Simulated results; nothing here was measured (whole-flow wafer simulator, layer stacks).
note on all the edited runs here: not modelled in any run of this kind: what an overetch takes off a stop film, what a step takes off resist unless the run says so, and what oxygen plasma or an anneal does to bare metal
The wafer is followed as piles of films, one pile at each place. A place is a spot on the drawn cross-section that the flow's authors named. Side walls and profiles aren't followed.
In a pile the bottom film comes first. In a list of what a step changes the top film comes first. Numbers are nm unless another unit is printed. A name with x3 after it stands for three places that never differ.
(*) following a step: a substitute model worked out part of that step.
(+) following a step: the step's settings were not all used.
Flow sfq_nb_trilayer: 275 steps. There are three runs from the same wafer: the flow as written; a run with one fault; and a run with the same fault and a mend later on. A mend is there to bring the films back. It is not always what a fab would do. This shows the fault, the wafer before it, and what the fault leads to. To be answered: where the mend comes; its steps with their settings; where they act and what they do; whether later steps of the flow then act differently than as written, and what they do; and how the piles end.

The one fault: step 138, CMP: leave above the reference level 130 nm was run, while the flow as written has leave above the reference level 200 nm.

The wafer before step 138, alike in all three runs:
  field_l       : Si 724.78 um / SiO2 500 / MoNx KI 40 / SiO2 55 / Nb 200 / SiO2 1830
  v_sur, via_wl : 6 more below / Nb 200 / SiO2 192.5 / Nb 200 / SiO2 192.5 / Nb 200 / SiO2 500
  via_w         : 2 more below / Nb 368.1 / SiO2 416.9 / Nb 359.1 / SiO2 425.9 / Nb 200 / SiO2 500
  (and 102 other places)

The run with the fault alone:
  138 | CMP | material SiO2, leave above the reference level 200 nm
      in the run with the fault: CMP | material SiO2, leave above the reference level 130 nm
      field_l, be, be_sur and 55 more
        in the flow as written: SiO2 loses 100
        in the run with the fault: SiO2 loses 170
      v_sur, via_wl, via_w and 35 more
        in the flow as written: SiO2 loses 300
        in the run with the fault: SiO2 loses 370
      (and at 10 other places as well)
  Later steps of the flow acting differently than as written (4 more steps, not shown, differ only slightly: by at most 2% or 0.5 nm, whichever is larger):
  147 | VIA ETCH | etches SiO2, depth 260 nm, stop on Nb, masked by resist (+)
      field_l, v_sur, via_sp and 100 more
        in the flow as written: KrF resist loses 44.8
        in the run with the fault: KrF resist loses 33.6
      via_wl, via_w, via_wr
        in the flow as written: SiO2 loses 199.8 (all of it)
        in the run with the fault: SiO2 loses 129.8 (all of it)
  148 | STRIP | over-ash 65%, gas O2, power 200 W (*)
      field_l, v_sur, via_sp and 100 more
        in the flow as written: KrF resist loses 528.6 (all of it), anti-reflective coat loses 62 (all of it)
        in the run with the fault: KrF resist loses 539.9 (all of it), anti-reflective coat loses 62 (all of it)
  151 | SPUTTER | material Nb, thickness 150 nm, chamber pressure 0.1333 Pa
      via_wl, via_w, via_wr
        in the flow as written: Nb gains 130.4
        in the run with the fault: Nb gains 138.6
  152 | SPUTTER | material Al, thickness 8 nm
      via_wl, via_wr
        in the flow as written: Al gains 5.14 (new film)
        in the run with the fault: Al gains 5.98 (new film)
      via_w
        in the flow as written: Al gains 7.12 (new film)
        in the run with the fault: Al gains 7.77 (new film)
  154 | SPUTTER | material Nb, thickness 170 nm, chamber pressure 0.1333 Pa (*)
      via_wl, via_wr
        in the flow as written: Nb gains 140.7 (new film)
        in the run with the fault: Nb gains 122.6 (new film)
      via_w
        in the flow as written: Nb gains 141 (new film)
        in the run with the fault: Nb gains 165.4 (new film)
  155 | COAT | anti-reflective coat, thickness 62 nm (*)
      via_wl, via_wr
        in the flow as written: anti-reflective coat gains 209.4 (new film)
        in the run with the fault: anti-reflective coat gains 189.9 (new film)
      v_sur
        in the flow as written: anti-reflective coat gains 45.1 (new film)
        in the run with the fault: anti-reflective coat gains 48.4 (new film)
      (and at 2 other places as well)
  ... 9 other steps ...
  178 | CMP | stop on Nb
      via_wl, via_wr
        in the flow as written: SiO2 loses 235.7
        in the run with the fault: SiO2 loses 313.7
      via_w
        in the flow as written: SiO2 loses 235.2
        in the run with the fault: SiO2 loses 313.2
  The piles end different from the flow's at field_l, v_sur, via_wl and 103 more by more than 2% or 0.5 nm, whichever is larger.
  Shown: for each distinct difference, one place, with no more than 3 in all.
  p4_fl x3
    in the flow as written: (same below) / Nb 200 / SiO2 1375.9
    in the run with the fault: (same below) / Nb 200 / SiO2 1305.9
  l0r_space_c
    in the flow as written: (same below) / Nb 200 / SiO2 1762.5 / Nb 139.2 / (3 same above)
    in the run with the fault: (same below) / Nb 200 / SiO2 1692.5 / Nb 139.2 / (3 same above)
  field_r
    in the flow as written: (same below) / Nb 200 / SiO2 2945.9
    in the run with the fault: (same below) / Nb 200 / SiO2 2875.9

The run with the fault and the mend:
  The mend stands after step 145.
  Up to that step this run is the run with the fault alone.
  145a | STRIP | over-ash 65%, gas O2, power 200 W (*)
      field_l, v_sur, via_sp and 100 more
        KrF resist loses 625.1 (all of it), anti-reflective coat loses 62 (all of it)
      via_wl, via_w, via_wr
        anti-reflective coat loses 62 (all of it)
  145b | PECVD | material SiO2, thickness 70 nm, 150 C, 15.56 s, RF power 183.3 W, pressure 2.4 Torr, precursor SiH4/N2O (the flow's step 137 again, with other settings)
      field_l, v_sur, via_wl and 103 more
        SiO2 gains 70
  145c | COAT | anti-reflective coat, thickness 62 nm (the flow's step 140 again)
      field_l, v_sur, via_wl and 103 more
        anti-reflective coat gains 62 (new film)
  145d | COAT | KrF resist, thickness 650 nm (the flow's step 141 again)
      field_l, v_sur, via_wl and 103 more
        KrF resist gains 650 (new film)
  145e | SOFTBAKE | KrF resist (the flow's step 142 again)
      does not change any film at any place that is followed
  145f | EXPOSE | photomask I4, dose 11.93 mJ/cm2, NA 0.6, wavelength 248 nm (*) (the flow's step 143 again)
      does not change any film at any place that is followed
  145g | PEB | KrF resist, 90 s (the flow's step 144 again)
      field_l, v_sur, via_wl and 103 more
        KrF resist loses 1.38
  145h | DEVELOP | KrF resist, thickness 650 nm, 60 s (the flow's step 145 again)
      field_l, v_sur, via_sp and 100 more
        KrF resist loses 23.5
      via_wl, via_w, via_wr
        KrF resist loses 648.6 (all of it)
  Every later step of the flow that is run acts as written, at every place that is followed, to within 2% or 0.5 nm, whichever is larger.
  At every place that both follow, the piles at the end match the flow's.
